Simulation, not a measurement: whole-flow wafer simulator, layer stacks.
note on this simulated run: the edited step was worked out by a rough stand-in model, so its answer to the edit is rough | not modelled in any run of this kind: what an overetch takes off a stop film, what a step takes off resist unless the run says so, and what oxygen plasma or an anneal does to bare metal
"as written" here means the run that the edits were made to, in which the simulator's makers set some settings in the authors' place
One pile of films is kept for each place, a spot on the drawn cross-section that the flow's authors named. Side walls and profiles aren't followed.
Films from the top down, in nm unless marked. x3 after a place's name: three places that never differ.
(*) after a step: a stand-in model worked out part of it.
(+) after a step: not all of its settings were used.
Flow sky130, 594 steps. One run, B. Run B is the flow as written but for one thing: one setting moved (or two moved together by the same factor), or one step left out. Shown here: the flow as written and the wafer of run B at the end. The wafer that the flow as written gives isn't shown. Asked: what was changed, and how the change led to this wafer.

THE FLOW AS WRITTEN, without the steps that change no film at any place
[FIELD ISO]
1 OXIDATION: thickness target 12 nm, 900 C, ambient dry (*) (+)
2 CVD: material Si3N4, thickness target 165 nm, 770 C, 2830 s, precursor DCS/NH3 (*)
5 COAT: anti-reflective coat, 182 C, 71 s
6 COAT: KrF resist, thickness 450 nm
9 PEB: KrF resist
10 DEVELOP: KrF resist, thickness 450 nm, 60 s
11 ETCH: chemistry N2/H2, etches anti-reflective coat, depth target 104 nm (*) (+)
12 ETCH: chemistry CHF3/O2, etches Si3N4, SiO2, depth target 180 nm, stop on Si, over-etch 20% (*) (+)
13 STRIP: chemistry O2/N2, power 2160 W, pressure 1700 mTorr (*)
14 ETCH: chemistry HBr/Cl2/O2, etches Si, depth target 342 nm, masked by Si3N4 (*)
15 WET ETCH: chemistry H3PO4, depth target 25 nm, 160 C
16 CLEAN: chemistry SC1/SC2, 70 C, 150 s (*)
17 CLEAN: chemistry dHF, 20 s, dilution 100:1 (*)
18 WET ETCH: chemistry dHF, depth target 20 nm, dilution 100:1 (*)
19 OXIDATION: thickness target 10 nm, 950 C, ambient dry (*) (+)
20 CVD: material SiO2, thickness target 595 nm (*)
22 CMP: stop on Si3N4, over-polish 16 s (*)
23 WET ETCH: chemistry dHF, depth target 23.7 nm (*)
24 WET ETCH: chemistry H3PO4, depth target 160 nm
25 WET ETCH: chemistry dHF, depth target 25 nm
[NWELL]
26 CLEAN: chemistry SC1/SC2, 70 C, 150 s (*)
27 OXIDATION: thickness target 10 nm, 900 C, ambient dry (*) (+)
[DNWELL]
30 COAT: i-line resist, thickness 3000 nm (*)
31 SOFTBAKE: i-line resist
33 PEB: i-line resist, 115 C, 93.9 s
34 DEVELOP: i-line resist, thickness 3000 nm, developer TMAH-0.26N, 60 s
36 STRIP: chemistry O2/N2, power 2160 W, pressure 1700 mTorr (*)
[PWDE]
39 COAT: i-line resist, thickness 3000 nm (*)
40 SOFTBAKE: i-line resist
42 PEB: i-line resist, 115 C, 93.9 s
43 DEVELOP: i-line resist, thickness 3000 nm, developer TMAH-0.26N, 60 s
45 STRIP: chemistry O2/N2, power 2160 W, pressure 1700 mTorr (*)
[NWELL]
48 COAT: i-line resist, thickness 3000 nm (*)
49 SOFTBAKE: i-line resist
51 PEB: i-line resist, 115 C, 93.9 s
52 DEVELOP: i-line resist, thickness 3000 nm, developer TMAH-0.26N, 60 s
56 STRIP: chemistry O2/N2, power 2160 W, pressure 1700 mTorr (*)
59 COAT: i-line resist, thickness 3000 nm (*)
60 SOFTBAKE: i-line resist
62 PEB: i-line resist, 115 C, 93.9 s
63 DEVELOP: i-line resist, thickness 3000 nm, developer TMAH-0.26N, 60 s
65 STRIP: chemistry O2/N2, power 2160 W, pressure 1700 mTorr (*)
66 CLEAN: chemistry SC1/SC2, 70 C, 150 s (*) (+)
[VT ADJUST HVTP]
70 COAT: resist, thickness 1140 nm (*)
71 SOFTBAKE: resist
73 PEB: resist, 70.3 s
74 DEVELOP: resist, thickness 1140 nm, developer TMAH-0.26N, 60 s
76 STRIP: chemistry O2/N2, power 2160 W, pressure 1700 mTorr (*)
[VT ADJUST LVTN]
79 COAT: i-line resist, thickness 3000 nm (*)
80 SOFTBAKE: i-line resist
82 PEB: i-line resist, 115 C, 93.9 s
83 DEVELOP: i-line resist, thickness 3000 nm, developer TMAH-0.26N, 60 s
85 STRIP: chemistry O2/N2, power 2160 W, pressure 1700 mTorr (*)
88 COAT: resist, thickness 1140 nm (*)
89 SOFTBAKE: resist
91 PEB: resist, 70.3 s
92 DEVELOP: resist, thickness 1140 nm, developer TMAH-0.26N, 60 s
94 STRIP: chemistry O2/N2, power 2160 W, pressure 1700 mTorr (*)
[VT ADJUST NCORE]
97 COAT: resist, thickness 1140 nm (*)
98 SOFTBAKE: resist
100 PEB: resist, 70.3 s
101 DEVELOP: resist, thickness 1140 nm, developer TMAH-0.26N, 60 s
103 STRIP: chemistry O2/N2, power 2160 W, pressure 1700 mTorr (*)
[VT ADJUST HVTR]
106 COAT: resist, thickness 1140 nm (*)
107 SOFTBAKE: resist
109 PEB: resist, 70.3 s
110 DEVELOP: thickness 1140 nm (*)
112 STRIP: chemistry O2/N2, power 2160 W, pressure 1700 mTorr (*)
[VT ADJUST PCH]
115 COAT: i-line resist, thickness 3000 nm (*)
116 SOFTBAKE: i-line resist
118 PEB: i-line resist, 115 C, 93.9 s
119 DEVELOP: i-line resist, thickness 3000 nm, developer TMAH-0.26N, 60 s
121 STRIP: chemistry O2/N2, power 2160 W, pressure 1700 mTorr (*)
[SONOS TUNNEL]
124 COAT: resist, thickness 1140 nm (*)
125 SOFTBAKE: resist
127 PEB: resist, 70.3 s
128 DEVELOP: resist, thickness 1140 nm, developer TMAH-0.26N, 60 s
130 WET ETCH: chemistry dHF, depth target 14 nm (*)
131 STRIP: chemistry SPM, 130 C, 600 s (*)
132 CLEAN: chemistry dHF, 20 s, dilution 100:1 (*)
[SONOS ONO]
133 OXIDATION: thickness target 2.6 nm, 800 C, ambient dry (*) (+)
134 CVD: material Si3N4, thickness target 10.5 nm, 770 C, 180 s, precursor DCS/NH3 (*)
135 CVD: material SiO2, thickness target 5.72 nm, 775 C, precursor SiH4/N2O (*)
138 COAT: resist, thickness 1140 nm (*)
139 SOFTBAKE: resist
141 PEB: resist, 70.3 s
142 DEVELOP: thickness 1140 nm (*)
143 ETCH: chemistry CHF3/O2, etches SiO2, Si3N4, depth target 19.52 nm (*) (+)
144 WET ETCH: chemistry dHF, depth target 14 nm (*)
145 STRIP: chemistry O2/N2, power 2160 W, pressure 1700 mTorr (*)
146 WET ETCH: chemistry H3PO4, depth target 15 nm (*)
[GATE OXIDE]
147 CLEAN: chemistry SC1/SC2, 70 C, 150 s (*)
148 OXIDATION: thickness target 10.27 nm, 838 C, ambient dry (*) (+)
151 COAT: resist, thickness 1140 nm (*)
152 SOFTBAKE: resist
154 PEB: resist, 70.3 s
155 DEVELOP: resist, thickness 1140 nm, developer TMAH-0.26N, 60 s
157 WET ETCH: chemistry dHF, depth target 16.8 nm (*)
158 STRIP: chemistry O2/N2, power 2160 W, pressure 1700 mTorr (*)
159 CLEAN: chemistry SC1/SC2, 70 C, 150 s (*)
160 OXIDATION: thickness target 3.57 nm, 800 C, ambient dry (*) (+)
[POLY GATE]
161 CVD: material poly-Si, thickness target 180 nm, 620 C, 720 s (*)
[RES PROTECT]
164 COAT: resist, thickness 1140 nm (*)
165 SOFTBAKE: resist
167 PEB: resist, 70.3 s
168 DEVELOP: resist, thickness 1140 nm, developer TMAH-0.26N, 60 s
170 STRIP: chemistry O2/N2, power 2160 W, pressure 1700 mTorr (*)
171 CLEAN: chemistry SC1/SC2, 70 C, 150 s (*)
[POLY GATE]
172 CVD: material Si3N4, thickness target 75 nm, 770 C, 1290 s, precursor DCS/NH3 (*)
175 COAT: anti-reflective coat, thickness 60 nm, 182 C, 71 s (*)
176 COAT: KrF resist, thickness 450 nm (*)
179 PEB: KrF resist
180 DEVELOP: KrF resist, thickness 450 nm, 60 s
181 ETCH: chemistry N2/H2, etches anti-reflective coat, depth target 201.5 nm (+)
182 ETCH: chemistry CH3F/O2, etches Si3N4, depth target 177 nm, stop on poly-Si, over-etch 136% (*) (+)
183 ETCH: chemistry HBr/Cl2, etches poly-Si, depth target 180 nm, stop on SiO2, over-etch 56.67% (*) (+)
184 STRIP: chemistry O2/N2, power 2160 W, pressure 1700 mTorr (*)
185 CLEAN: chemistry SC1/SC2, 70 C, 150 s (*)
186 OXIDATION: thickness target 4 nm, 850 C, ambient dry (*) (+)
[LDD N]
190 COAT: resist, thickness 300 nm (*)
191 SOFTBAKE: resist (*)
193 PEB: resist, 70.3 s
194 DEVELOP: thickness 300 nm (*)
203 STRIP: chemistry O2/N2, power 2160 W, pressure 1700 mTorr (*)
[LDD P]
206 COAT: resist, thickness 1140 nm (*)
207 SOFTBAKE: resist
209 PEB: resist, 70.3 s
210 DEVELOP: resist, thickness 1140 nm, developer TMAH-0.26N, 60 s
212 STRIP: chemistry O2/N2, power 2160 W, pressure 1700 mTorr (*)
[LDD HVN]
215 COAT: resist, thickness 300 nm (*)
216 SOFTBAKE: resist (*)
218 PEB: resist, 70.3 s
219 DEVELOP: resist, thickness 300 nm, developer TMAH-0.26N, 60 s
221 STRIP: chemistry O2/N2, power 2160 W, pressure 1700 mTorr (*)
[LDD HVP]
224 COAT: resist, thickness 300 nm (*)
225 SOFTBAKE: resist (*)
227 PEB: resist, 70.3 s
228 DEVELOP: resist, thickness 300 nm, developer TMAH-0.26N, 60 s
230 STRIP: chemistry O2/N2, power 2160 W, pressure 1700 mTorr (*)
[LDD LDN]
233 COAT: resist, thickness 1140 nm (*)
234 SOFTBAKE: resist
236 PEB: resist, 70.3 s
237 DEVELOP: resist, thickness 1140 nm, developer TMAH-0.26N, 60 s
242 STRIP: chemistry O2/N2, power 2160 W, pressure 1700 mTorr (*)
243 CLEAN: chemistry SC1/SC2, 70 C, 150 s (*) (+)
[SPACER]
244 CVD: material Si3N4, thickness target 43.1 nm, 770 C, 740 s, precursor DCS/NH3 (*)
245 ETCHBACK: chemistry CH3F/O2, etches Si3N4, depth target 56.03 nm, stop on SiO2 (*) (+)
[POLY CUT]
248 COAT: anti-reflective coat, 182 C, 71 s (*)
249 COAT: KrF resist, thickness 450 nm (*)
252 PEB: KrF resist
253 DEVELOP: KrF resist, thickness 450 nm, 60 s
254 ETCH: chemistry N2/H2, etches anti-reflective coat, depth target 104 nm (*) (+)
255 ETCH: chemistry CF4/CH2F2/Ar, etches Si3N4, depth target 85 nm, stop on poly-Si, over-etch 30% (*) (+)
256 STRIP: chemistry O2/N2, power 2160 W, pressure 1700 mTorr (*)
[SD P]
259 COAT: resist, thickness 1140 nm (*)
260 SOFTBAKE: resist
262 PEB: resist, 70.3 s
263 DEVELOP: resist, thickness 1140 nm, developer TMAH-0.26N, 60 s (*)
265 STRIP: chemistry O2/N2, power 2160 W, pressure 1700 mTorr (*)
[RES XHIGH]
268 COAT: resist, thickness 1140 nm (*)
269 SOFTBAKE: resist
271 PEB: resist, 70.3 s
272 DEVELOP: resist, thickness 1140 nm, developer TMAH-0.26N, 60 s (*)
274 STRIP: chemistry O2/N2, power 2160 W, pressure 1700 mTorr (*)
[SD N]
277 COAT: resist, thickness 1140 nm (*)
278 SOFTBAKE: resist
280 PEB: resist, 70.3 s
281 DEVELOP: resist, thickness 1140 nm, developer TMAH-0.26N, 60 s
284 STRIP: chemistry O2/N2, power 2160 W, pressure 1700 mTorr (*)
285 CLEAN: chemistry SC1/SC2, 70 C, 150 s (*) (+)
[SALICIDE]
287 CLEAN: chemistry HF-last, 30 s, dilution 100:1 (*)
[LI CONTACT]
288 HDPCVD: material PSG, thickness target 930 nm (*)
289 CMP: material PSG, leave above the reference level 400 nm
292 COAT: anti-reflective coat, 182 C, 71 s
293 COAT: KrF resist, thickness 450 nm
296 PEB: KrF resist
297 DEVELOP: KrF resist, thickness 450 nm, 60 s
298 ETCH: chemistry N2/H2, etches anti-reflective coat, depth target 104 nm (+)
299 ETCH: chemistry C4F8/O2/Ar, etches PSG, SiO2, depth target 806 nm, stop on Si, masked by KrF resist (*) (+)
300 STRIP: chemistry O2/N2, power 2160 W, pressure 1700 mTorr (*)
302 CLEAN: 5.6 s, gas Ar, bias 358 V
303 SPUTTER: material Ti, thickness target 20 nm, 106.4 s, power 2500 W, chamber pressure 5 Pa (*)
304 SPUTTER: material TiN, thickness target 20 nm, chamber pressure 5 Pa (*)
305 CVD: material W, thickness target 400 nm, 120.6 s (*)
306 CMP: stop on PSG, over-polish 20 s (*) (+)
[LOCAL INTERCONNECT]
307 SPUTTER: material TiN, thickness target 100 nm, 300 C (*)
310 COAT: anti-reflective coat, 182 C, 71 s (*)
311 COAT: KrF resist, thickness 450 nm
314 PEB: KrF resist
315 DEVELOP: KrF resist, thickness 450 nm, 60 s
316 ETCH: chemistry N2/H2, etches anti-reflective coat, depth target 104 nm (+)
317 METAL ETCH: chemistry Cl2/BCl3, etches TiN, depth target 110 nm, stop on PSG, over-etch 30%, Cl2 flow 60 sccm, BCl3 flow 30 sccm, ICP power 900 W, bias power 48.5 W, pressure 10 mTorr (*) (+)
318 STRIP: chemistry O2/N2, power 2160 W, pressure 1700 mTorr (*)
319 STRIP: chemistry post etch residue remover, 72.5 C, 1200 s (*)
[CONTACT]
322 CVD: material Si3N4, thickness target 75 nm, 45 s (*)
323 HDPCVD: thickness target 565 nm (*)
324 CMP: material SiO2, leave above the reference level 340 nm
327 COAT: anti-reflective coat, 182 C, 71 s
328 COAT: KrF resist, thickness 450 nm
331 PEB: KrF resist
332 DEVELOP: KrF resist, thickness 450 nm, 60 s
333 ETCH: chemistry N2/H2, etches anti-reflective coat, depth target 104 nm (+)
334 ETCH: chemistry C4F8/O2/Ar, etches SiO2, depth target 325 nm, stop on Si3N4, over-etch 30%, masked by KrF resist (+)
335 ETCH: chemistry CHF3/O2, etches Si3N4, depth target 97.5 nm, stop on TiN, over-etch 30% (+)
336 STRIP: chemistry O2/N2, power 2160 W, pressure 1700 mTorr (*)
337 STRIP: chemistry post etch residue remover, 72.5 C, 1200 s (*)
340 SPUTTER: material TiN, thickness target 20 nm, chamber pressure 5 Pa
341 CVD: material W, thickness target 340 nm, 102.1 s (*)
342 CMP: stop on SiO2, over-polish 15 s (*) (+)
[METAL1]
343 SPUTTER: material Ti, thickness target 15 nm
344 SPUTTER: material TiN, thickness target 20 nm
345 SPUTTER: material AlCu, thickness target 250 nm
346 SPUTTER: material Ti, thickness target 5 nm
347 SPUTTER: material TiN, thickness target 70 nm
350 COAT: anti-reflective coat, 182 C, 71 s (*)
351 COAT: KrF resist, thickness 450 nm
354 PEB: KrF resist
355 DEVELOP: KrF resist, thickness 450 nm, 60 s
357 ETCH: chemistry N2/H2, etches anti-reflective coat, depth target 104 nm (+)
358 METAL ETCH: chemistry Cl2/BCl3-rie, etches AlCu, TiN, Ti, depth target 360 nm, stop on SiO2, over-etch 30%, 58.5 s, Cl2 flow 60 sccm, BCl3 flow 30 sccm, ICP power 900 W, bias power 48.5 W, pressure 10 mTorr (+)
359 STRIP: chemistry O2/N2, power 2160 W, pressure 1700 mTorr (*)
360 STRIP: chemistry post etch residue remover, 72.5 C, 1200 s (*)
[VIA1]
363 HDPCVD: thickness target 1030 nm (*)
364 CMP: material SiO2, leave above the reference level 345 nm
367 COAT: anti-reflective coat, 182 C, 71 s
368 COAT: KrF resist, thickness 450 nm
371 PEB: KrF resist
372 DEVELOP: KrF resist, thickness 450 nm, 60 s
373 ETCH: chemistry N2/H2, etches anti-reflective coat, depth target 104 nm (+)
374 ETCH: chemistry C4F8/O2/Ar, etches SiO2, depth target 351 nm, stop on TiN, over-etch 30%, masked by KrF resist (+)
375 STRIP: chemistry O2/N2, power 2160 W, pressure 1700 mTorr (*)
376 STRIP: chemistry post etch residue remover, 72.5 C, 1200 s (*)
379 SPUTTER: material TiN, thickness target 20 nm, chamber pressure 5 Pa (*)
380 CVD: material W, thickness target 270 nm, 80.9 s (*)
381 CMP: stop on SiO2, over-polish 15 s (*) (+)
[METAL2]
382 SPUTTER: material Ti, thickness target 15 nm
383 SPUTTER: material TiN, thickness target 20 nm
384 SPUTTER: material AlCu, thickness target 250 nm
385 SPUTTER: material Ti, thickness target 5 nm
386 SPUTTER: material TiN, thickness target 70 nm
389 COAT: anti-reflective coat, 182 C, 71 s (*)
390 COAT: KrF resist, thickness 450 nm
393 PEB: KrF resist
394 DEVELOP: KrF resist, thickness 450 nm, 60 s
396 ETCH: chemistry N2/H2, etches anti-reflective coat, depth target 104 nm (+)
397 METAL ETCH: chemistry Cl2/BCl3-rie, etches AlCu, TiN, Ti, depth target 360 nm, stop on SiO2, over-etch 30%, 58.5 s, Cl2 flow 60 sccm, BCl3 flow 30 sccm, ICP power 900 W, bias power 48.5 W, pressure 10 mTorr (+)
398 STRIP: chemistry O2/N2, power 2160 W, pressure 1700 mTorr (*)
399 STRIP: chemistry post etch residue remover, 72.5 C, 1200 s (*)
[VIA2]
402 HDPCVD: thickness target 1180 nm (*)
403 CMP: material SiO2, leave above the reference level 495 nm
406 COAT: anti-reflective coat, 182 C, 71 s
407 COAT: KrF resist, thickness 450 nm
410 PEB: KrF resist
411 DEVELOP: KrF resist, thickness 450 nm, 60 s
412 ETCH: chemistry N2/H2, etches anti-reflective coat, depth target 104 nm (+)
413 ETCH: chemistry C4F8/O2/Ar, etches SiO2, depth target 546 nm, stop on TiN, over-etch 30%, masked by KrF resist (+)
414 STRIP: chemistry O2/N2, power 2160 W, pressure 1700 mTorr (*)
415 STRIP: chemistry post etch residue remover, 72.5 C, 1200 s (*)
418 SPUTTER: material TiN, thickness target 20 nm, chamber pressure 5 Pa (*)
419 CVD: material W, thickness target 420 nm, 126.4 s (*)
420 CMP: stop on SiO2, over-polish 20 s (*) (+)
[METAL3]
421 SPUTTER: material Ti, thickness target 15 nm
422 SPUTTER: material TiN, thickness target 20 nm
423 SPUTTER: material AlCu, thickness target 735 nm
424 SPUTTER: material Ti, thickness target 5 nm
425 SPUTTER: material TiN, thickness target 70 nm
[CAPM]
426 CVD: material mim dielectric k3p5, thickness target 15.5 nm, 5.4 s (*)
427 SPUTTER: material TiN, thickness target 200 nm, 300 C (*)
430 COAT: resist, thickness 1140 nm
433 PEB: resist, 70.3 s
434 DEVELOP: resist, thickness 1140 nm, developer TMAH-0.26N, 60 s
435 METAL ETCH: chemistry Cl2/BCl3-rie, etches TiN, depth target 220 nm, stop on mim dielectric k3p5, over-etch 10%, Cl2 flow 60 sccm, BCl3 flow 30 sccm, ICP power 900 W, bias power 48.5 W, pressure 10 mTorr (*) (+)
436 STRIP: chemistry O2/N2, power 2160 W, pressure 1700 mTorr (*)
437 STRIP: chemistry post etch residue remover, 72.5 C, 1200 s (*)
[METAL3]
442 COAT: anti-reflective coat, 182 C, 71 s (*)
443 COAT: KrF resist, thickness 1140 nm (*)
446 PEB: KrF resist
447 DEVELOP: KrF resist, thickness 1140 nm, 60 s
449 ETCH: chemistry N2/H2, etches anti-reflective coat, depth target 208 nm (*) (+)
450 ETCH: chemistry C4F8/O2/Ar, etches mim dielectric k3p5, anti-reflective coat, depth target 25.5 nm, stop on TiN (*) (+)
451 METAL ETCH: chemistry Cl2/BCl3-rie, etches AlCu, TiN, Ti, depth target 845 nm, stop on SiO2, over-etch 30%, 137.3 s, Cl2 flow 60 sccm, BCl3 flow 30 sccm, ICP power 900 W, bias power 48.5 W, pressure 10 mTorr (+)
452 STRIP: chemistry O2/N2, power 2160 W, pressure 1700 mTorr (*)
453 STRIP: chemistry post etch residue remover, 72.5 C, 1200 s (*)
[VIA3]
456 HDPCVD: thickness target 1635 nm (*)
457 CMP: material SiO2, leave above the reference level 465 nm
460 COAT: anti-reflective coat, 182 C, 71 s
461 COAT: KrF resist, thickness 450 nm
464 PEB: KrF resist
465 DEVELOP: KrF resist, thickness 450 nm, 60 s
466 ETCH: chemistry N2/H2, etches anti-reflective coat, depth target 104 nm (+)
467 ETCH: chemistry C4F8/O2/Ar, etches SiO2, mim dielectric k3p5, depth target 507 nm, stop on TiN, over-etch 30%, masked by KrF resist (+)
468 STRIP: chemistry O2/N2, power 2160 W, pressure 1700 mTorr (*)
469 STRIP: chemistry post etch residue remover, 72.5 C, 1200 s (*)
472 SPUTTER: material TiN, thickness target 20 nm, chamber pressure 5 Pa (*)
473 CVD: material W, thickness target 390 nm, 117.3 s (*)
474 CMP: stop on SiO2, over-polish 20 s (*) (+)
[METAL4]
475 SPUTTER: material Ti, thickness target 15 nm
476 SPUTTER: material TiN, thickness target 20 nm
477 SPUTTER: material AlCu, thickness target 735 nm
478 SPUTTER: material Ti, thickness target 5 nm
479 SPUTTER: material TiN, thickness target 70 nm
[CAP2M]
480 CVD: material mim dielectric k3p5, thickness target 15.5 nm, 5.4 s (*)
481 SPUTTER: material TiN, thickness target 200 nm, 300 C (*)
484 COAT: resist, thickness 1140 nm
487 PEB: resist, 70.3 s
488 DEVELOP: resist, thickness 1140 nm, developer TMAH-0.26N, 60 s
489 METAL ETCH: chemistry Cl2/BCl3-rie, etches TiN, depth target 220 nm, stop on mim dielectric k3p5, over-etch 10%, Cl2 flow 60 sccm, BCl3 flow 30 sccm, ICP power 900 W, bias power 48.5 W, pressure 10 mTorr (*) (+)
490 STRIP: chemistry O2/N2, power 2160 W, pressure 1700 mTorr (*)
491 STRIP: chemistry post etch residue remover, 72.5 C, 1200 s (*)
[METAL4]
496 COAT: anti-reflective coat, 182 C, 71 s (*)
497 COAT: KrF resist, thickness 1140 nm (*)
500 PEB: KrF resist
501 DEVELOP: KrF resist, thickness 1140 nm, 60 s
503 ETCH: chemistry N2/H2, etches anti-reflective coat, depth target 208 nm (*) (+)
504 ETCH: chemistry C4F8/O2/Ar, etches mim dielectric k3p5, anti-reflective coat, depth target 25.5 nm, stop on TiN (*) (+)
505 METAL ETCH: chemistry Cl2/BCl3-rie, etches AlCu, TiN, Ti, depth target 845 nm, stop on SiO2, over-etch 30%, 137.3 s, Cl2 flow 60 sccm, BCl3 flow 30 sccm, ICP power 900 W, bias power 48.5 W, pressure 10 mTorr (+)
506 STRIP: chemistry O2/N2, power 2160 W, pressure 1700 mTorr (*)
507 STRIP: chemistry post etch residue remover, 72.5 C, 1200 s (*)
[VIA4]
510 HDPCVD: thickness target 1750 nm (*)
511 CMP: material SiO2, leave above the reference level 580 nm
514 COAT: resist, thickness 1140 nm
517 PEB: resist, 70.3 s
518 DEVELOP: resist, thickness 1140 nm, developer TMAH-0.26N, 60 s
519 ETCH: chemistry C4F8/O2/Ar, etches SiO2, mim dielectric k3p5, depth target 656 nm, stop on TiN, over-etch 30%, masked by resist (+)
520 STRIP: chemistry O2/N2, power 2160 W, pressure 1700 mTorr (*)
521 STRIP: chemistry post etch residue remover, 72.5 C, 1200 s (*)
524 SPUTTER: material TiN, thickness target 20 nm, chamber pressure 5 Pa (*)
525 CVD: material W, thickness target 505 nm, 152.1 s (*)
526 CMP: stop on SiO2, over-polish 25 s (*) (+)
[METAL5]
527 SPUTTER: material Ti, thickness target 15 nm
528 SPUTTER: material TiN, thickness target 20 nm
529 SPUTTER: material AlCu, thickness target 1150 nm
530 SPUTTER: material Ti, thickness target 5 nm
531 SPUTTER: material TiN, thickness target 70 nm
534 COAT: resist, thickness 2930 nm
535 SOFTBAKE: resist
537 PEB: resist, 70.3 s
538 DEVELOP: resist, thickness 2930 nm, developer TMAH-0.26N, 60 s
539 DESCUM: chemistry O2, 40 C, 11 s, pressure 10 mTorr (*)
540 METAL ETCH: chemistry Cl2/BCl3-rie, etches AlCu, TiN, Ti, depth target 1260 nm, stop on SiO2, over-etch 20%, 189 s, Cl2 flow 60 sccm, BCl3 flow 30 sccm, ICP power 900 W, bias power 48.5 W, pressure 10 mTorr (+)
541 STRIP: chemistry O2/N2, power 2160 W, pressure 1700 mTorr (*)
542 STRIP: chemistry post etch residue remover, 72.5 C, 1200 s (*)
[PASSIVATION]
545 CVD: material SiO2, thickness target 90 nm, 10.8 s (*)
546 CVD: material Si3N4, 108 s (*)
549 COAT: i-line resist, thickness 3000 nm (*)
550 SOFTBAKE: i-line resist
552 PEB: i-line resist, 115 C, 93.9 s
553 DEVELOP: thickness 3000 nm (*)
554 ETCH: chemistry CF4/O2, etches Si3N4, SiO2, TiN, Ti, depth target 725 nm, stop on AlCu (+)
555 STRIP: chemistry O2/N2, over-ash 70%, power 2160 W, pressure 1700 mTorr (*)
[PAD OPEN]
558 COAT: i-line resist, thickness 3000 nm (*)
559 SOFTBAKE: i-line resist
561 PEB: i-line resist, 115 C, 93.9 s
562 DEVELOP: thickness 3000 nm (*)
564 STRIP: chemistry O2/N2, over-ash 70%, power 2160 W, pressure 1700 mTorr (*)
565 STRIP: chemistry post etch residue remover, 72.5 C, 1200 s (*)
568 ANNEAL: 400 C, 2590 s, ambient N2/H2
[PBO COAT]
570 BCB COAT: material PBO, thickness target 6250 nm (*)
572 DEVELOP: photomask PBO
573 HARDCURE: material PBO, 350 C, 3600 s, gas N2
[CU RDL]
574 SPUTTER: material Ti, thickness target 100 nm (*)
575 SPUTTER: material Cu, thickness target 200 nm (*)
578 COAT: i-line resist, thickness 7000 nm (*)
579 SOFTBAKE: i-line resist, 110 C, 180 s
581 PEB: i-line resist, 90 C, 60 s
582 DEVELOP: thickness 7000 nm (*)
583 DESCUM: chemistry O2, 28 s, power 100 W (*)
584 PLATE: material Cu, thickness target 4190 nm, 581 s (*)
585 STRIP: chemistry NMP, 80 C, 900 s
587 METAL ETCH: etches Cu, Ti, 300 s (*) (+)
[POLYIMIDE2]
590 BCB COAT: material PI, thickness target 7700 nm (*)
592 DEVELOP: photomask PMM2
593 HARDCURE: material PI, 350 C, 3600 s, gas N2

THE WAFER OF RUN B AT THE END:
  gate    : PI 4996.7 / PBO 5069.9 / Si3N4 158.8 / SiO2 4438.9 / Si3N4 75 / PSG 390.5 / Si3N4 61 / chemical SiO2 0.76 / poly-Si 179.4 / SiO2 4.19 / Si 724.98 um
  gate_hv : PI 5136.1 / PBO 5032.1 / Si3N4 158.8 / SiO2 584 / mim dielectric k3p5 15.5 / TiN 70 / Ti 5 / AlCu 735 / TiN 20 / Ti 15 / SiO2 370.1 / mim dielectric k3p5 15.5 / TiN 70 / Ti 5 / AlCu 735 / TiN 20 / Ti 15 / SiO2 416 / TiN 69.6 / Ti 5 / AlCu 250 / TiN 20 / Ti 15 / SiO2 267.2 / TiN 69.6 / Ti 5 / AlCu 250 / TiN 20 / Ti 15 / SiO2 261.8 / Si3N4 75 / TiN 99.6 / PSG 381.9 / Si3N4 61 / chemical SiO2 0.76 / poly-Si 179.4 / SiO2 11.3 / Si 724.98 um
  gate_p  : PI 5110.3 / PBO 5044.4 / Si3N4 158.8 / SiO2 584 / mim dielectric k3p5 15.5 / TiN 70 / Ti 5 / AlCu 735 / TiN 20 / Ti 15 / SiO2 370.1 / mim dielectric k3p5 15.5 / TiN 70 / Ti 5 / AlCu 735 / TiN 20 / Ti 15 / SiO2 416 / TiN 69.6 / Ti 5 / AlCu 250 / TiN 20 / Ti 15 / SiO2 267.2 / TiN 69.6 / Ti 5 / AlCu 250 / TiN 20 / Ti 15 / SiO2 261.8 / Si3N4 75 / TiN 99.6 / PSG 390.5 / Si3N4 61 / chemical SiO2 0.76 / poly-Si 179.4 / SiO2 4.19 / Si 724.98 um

The cause: step 160, OXIDATION: thickness target 4.19 nm was run, where the flow has thickness target 3.57 nm.
It can be read off the wafer: gate has SiO2 4.19, and step 160 as written asks for 3.57 nm.

How the change led to this, step by step:
  160 OXIDATION: thickness target 3.57 nm, 800 C, ambient dry (*) (+)
      active, n_well, p_well and 58 more: SiO2 +4.19 (new film), chemical SiO2 -0.76 (all of it), Si -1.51 (as written it would be: SiO2 +3.57 (new film), chemical SiO2 -0.76 (all of it), Si -1.24)
  248 COAT: anti-reflective coat, 182 C, 71 s (*)
      m1: anti-reflective coat +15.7 (new film) (as written it would be: anti-reflective coat +16.3 (new film))
  256 STRIP: chemistry O2/N2, power 2160 W, pressure 1700 mTorr (*)
      m1: KrF resist -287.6 (all of it), anti-reflective coat -15.7 (all of it) (as written it would be: KrF resist -287.2 (all of it), anti-reflective coat -16.3 (all of it))
  299 ETCH: chemistry C4F8/O2/Ar, etches PSG, SiO2, depth target 806 nm, stop on Si, masked by KrF resist (*) (+)
      contact, ndiff_licon, ndiff_licon_cpp: PSG -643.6 (all of it), SiO2 -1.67 (all of it) (as written it would be: PSG -643.6 (all of it), SiO2 -1.16 (all of it))
